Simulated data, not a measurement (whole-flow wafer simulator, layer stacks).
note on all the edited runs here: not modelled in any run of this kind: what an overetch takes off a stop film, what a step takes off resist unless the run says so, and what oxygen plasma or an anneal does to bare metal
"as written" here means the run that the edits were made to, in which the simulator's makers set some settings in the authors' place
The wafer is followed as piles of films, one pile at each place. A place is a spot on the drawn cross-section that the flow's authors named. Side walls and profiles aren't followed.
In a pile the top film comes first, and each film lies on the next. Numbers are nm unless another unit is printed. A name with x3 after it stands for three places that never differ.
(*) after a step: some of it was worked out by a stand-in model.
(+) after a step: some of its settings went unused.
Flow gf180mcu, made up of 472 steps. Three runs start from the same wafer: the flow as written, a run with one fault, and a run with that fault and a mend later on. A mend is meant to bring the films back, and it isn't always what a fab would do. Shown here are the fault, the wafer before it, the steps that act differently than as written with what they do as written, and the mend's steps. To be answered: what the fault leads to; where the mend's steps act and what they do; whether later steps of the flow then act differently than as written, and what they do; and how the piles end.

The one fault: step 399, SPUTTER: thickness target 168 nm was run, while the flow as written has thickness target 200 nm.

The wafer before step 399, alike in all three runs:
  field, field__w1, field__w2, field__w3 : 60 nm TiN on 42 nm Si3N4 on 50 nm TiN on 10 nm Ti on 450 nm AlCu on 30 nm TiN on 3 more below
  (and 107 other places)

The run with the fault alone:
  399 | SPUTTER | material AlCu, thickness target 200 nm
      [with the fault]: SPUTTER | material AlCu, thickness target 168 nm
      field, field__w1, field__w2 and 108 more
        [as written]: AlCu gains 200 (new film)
        [with the fault]: AlCu gains 168 (new film)
  Later steps of the flow acting differently than as written (not shown: 6 more steps that differ only slightly, by at most 2% or 0.5 nm, whichever is larger):
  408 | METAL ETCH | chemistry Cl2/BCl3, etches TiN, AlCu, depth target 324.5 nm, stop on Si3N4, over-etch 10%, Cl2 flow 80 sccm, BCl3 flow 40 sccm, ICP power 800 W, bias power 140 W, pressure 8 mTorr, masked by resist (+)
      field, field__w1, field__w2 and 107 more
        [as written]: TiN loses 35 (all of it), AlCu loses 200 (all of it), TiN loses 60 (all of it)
        [with the fault]: TiN loses 35 (all of it), AlCu loses 168 (all of it), TiN loses 60 (all of it)
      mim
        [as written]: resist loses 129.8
        [with the fault]: resist loses 115.7
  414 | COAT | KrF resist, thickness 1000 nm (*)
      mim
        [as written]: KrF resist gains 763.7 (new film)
        [with the fault]: KrF resist gains 788.2 (new film)
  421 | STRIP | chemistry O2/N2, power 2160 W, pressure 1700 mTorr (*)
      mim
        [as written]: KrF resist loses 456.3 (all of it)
        [with the fault]: KrF resist loses 480.4 (all of it)
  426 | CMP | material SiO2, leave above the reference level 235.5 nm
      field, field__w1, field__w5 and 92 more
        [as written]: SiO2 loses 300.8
        [with the fault]: SiO2 loses 332.8
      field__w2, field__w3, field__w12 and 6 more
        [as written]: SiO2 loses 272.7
        [with the fault]: SiO2 loses 304.7
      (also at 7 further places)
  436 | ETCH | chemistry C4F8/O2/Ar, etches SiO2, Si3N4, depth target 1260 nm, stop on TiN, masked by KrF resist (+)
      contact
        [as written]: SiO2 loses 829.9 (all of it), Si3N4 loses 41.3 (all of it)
        [with the fault]: SiO2 loses 797.9 (all of it), Si3N4 loses 41.3 (all of it)
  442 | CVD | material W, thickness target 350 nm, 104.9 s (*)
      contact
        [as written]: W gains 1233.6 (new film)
        [with the fault]: W gains 1201.3 (new film)
  At field__w8, contact, m1, m1__w1, mim, m1_nw, the piles at the end differ from the flow's by more than 2% or 0.5 nm, whichever is larger.
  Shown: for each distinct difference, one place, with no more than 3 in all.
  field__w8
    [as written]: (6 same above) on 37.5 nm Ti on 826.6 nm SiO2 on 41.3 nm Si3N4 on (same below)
    [with the fault]: (6 same above) on 37.5 nm Ti on 794.6 nm SiO2 on 41.3 nm Si3N4 on (same below)
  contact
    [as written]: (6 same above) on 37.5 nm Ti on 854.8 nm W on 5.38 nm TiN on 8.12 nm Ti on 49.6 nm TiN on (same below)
    [with the fault]: (6 same above) on 37.5 nm Ti on 822.5 nm W on 5.48 nm TiN on 8.27 nm Ti on 49.6 nm TiN on (same below)
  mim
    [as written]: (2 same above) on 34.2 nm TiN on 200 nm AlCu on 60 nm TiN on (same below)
    [with the fault]: (2 same above) on 34.2 nm TiN on 168 nm AlCu on 60 nm TiN on (same below)

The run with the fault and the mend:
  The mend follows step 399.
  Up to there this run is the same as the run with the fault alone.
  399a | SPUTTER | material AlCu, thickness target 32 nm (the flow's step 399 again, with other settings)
      field, field__w1, field__w2 and 108 more
        AlCu gains 32
  Every later step of the flow that is run acts as written at every place that is followed.
  The piles end the same as the flow's at every place that both follow.
